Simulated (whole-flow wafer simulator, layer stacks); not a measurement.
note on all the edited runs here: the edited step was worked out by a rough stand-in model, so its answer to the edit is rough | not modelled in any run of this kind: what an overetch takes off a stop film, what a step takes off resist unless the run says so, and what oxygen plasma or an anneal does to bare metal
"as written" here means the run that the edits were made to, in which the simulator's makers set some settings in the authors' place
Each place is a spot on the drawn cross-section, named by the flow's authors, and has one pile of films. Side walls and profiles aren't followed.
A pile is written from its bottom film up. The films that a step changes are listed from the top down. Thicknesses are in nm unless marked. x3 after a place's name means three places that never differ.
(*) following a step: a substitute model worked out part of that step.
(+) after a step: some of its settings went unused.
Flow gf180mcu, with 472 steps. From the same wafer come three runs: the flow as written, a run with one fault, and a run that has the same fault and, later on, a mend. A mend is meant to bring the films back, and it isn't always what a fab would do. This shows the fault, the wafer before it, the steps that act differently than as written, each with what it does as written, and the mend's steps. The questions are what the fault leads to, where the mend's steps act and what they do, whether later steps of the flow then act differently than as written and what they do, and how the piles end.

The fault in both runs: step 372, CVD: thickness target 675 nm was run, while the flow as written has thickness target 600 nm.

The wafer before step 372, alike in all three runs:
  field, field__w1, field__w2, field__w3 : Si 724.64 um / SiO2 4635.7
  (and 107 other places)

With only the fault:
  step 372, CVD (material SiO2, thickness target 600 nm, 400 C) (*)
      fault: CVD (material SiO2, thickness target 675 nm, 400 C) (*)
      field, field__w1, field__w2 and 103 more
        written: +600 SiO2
        fault: +675 SiO2
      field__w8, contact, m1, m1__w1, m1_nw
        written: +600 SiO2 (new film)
        fault: +675 SiO2 (new film)
  Later steps of the flow acting differently than as written:
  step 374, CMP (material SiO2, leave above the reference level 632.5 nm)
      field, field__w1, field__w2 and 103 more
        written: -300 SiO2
        fault: -375 SiO2
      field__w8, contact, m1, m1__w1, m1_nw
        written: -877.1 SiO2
        fault: -952.1 SiO2
  At every place that both follow, the piles at the end match the flow's.

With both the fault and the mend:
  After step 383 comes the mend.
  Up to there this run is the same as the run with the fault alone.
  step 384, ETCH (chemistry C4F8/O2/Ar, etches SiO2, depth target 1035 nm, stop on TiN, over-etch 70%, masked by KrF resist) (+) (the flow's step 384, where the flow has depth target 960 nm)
      field, field__w1, field__w2 and 107 more
        -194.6 KrF resist
      contact
        -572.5 SiO2 (all of it)
  Later steps of the flow that are run all act as written at every place that is followed, up to a difference of at most 2% or 0.5 nm, whichever is larger.
  At every place that both follow, the piles at the end match the flow's.
